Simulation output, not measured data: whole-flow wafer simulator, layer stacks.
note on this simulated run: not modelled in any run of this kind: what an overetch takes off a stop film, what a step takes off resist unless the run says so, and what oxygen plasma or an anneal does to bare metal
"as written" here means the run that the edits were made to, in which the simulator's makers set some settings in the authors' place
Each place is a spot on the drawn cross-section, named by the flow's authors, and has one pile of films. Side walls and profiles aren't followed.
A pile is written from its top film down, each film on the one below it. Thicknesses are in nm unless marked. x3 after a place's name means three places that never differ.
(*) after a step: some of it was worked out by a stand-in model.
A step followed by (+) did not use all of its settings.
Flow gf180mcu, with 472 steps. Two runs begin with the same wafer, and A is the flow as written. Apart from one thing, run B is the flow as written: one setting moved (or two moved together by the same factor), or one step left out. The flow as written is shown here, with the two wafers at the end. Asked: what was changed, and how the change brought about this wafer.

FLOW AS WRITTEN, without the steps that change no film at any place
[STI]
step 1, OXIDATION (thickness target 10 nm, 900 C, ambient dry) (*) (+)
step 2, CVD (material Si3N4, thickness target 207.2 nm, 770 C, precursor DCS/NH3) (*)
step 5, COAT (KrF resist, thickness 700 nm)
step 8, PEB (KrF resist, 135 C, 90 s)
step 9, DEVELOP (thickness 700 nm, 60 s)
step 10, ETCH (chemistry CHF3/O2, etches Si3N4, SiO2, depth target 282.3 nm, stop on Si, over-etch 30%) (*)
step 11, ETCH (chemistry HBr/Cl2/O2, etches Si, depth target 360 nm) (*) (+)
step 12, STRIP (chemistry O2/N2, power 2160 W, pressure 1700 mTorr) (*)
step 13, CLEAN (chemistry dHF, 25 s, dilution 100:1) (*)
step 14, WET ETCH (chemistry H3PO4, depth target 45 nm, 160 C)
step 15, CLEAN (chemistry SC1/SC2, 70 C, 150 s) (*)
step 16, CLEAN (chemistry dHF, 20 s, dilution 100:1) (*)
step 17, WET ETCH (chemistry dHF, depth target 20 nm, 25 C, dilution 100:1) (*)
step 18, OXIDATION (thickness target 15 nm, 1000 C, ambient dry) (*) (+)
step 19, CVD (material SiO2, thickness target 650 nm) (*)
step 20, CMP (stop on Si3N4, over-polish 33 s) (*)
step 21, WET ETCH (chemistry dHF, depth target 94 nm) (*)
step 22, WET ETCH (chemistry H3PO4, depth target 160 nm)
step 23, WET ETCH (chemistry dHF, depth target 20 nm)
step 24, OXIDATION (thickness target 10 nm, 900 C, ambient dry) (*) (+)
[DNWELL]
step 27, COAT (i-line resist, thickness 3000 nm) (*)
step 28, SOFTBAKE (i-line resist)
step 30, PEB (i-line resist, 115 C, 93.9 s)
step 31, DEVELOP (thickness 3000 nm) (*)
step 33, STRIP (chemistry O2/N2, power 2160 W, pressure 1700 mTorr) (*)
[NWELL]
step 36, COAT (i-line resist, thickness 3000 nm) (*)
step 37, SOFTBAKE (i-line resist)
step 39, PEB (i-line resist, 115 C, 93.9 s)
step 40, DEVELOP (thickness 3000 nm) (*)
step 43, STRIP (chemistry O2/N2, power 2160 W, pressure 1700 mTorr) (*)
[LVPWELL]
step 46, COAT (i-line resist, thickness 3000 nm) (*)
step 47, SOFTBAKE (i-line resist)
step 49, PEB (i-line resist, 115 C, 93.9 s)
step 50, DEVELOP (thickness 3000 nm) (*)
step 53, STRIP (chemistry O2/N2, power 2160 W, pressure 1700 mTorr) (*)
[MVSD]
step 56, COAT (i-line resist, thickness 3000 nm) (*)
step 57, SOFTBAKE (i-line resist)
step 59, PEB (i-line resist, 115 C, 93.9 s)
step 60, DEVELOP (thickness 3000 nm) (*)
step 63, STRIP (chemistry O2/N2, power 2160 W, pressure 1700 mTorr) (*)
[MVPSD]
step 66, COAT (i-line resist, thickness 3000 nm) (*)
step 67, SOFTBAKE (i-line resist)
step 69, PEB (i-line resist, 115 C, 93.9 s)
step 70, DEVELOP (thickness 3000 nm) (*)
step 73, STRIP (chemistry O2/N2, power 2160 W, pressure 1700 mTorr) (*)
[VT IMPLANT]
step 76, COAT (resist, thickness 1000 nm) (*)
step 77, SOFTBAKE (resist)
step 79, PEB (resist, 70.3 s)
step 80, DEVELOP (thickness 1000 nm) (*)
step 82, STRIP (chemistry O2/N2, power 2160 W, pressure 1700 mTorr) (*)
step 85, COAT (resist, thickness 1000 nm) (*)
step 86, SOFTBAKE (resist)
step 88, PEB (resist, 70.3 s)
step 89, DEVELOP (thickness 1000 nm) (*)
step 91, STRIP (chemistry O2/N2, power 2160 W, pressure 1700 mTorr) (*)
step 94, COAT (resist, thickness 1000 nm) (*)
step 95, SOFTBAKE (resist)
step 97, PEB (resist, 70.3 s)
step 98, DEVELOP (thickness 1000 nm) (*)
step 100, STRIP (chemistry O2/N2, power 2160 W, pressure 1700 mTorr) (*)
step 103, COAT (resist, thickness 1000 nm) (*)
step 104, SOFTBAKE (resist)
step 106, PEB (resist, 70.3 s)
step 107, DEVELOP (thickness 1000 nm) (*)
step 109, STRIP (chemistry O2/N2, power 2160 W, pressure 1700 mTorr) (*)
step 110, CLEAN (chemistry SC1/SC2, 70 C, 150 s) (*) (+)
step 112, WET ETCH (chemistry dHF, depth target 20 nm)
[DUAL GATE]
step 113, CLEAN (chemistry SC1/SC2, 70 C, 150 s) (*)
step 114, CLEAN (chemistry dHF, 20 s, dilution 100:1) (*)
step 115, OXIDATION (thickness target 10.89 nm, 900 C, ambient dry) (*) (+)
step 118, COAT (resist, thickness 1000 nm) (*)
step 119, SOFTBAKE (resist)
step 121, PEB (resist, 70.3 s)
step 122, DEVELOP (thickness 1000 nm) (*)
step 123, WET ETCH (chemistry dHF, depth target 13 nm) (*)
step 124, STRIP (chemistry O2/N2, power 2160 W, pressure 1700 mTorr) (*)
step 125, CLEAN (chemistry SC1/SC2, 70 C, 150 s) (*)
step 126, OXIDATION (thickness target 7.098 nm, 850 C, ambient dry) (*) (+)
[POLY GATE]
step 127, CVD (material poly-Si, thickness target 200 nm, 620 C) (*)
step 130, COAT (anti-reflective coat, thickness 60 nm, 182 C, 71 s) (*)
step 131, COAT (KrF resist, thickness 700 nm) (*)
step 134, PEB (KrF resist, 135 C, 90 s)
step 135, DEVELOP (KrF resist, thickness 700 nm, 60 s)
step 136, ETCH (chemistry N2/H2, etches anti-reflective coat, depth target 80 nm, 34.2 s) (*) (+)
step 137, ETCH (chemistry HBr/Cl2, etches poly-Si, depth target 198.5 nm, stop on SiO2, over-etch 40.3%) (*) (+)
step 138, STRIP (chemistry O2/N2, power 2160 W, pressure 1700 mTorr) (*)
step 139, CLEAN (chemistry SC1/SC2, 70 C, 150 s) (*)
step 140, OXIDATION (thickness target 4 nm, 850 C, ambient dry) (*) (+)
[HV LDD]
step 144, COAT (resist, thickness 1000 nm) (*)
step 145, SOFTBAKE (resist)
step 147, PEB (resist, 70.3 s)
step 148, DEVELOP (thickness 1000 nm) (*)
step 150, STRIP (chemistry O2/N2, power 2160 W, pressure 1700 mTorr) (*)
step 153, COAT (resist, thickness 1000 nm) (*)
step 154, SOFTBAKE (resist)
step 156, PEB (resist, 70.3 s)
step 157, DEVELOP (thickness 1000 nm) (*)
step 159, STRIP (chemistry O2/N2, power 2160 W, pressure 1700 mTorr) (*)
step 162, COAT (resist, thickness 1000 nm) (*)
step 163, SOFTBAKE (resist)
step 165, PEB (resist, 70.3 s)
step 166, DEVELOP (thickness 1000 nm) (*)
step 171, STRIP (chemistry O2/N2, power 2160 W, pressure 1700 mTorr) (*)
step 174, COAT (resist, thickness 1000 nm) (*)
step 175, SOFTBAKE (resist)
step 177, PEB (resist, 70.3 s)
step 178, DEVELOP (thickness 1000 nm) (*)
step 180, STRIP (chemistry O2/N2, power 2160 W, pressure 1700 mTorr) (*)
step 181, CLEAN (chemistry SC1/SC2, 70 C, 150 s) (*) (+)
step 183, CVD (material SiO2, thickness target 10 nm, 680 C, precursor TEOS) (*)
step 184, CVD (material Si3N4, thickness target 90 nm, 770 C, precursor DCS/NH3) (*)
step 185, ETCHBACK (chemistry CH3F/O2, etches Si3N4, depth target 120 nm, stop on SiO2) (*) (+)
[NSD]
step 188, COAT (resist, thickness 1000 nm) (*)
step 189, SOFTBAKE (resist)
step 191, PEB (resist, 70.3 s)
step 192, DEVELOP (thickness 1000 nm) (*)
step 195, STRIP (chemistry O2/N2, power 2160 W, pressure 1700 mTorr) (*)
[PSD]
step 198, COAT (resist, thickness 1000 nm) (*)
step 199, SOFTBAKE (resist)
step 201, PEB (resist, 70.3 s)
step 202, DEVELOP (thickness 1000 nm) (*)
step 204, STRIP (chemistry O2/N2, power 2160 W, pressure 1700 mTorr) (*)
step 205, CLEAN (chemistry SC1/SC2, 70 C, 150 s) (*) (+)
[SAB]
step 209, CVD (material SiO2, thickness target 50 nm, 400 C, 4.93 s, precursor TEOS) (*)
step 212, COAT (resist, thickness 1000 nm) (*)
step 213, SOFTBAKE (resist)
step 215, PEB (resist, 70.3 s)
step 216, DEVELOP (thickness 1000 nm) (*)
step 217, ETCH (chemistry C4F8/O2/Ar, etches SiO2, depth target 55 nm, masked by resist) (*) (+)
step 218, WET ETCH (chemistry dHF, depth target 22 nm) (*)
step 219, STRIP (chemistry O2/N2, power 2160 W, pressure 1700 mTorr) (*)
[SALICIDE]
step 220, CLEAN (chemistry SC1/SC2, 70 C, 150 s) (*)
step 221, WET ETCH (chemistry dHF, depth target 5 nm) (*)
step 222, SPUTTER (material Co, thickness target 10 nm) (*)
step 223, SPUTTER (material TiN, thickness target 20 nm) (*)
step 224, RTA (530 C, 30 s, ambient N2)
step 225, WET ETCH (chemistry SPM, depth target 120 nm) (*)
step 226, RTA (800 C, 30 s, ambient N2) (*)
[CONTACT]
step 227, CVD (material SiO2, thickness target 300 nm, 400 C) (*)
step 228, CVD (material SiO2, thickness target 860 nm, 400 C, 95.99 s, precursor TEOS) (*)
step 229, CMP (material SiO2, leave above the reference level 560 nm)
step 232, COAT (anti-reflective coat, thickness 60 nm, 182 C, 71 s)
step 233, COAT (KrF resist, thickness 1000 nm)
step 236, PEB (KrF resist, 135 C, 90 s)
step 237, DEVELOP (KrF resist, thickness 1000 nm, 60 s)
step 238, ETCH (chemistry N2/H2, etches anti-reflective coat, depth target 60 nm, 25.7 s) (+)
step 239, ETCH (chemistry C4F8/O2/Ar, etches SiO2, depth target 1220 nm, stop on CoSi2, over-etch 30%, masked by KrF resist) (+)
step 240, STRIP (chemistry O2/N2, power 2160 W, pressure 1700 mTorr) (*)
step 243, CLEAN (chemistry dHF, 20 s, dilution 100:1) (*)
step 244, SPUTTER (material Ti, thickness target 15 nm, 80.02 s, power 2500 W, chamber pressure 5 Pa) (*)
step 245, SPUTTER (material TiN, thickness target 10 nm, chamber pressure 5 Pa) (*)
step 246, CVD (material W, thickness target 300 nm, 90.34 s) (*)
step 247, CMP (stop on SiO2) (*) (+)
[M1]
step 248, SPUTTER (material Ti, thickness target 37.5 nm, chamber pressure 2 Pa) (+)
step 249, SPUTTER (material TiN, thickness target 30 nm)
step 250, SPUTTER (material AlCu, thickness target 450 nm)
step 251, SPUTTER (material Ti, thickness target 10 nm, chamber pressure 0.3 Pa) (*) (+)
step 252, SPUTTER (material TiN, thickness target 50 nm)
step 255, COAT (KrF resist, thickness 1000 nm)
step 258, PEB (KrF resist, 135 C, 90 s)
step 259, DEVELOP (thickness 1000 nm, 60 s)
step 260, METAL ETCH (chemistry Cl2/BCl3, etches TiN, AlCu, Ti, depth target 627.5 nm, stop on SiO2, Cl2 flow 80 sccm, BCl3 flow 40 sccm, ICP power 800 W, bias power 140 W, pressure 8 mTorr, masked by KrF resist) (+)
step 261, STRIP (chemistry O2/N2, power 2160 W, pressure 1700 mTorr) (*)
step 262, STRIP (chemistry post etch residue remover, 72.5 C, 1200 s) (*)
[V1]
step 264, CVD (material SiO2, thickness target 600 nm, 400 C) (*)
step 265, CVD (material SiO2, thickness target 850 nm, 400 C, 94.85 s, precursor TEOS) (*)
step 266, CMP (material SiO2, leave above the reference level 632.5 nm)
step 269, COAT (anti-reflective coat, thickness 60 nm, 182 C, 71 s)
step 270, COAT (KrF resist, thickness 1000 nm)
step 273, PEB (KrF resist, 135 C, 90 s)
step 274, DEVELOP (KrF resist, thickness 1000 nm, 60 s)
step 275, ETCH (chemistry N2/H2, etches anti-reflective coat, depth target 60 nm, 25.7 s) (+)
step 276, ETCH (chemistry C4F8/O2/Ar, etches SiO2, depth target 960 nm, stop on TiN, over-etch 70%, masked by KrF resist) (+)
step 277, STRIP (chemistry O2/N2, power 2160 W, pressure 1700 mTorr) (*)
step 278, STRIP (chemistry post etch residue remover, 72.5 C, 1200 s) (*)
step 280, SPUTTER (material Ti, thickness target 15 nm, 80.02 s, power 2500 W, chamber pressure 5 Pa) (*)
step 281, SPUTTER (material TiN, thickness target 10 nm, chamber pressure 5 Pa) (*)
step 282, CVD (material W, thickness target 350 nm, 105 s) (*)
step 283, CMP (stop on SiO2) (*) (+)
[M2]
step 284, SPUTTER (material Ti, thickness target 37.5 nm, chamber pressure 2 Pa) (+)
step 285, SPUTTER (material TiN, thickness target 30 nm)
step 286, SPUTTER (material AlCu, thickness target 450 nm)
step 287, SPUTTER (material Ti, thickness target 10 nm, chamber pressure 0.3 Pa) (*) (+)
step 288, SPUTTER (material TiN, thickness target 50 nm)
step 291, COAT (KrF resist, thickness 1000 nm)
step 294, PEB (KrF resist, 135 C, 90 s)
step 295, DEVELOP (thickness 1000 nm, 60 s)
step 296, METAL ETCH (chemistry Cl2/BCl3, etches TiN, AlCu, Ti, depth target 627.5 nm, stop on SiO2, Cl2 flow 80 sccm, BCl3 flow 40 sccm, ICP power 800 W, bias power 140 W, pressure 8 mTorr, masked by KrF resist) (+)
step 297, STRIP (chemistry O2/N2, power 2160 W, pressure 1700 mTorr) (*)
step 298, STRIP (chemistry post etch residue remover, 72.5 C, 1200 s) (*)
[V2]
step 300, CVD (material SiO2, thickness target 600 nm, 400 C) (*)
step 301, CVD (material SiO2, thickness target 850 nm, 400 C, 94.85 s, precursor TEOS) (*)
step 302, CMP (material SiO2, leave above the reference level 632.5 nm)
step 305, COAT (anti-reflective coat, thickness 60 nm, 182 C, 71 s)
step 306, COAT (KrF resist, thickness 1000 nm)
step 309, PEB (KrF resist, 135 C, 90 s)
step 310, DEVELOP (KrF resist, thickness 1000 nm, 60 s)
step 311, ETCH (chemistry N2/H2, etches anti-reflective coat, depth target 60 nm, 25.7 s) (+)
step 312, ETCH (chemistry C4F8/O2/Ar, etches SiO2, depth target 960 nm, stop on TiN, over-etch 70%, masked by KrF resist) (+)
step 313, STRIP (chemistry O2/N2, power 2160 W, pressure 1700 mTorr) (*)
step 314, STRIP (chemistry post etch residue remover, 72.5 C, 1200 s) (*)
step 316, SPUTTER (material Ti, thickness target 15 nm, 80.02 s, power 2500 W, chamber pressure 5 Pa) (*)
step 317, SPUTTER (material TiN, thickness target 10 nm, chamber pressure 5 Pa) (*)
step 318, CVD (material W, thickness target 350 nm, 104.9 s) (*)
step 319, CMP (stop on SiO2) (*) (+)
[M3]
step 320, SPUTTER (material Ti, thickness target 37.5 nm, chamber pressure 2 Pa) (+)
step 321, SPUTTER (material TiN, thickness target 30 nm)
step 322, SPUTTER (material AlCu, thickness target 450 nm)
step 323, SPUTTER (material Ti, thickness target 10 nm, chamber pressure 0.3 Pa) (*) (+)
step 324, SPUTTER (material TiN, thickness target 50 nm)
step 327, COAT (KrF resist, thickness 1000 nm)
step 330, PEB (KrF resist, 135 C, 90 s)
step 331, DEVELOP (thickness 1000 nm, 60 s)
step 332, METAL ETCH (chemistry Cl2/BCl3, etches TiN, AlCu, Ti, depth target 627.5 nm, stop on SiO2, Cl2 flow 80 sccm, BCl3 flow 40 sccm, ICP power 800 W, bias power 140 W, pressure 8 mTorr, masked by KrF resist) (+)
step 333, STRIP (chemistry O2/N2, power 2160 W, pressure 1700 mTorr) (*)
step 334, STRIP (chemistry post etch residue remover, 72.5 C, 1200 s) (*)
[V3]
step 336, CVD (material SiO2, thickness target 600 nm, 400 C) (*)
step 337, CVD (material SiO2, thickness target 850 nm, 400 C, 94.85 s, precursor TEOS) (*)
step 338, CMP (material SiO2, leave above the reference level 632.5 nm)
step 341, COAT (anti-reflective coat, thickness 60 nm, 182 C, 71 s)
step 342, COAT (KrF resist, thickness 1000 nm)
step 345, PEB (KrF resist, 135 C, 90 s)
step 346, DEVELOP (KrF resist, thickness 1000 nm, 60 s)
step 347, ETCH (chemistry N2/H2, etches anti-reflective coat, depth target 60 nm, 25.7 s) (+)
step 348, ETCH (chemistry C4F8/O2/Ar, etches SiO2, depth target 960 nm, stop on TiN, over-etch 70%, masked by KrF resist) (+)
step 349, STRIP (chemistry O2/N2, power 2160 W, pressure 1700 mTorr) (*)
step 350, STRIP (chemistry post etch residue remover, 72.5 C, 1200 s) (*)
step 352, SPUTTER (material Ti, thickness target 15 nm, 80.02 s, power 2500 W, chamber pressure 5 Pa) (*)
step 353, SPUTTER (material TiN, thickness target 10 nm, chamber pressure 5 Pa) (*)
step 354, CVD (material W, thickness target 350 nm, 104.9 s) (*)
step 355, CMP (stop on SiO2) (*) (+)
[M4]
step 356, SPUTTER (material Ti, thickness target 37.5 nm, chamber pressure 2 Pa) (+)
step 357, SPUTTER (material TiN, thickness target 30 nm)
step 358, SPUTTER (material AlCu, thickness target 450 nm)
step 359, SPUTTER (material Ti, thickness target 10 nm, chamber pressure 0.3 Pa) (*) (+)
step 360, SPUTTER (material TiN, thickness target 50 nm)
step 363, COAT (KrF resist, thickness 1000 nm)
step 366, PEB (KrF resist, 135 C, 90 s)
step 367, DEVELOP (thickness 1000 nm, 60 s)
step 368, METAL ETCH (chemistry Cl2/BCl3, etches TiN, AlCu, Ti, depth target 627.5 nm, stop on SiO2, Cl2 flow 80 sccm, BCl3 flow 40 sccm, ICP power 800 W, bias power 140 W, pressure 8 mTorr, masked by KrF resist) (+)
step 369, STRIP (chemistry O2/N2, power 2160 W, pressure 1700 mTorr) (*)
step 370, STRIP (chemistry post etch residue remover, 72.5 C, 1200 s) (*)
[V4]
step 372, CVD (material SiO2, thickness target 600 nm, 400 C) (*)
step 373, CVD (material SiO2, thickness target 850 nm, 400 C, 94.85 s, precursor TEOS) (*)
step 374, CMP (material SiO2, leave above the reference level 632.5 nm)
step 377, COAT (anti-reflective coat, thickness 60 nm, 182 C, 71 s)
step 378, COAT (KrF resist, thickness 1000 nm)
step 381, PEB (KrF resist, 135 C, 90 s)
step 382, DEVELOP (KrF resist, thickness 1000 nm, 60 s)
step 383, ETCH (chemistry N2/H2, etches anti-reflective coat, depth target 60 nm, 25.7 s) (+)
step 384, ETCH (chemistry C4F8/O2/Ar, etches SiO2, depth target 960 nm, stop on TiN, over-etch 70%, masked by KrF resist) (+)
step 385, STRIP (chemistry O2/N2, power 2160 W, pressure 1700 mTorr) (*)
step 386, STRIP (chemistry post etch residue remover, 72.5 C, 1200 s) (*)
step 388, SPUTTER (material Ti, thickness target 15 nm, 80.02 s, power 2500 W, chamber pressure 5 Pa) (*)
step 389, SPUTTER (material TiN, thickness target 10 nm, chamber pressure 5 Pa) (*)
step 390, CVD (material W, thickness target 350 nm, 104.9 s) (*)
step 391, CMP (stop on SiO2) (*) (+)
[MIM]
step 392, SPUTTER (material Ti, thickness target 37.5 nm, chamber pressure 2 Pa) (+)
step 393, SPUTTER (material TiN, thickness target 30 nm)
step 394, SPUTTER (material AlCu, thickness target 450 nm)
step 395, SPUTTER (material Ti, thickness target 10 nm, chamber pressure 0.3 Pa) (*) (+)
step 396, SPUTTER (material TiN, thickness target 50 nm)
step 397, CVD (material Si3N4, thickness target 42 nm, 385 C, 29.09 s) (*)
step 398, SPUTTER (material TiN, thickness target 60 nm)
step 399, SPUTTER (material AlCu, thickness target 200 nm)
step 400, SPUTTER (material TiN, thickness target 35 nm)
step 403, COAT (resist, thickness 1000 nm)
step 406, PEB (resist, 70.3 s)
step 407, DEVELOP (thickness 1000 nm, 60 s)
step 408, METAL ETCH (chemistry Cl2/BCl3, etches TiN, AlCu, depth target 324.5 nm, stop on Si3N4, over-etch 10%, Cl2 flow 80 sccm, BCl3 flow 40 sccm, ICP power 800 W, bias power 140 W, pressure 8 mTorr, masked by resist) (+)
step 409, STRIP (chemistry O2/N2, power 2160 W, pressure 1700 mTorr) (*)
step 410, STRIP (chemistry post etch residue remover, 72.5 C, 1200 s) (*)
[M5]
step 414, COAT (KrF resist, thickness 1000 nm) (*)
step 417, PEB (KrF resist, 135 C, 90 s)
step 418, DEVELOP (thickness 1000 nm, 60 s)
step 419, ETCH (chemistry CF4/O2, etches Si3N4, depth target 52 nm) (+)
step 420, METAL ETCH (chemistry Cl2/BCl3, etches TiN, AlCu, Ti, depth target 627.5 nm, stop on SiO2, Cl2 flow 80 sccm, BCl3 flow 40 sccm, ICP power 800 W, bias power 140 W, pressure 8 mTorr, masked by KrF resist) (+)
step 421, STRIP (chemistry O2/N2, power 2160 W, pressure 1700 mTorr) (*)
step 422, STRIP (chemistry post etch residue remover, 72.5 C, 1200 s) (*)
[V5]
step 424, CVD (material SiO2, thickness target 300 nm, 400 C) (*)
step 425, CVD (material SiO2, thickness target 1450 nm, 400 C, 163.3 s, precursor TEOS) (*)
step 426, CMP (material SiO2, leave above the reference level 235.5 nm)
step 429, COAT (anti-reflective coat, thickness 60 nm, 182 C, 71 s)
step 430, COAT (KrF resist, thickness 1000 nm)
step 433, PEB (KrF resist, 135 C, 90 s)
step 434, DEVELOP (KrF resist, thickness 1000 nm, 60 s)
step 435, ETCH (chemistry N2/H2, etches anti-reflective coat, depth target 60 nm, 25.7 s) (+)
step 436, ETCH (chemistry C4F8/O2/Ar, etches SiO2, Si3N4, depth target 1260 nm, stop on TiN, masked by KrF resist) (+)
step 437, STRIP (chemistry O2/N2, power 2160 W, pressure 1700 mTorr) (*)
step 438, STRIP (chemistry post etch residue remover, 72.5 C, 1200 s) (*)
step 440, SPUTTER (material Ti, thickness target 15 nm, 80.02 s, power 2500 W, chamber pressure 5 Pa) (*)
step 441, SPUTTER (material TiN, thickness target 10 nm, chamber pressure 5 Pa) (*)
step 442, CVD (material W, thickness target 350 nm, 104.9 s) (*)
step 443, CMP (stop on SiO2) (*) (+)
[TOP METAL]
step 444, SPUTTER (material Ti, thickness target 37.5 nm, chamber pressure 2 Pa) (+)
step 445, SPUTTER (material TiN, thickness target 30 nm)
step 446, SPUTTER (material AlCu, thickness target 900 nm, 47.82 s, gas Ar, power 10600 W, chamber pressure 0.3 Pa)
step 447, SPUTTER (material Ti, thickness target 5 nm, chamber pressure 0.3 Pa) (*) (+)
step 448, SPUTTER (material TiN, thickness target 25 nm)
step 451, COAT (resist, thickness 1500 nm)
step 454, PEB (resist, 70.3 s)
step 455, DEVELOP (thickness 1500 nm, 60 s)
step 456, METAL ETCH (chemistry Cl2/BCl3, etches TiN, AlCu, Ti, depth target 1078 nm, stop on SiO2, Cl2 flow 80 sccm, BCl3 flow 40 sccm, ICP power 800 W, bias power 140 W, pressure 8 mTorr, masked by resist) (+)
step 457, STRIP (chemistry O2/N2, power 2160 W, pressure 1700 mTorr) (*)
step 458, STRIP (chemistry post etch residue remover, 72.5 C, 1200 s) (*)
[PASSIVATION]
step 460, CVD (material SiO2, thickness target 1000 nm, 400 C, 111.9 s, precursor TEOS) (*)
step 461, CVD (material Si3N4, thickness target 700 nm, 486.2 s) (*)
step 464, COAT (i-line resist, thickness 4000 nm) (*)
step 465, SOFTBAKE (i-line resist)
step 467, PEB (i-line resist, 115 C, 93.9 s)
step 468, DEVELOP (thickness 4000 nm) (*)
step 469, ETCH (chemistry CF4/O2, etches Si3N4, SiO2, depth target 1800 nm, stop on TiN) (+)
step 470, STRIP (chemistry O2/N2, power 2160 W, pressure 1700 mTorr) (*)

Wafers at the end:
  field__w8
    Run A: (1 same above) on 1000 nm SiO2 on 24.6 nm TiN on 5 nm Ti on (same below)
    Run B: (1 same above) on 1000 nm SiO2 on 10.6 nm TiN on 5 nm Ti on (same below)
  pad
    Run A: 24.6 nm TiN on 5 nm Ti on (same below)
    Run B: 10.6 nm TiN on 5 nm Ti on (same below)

Cause: step 448, SPUTTER: thickness target 11 nm was run, though the flow has thickness target 25 nm.

The path from the change to this, step by step:
  step 448, SPUTTER (material TiN, thickness target 25 nm)
      field, field__w1, field__w2 and 109 more: A +25 TiN (new film) | B +11 TiN (new film)
  step 456, METAL ETCH (chemistry Cl2/BCl3, etches TiN, AlCu, Ti, depth target 1078 nm, stop on SiO2, Cl2 flow 80 sccm, BCl3 flow 40 sccm, ICP power 800 W, bias power 140 W, pressure 8 mTorr, masked by resist) (+)
      field, field__w1, field__w2 and 103 more: A -25 TiN (all of it), -5 Ti (all of it), -900 AlCu (all of it), -30 TiN (all of it), -37.5 Ti (all of it) | B -11 TiN (all of it), -5 Ti (all of it), -900 AlCu (all of it), -30 TiN (all of it), -37.5 Ti (all of it)
  step 465, SOFTBAKE (i-line resist)
      field__w11, field__w13: A +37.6 i-line resist | B +36.8 i-line resist
      ld_acc_p, ld_fp_p: A +33.8 i-line resist | B +33.1 i-line resist
      (and at 33 other places as well)
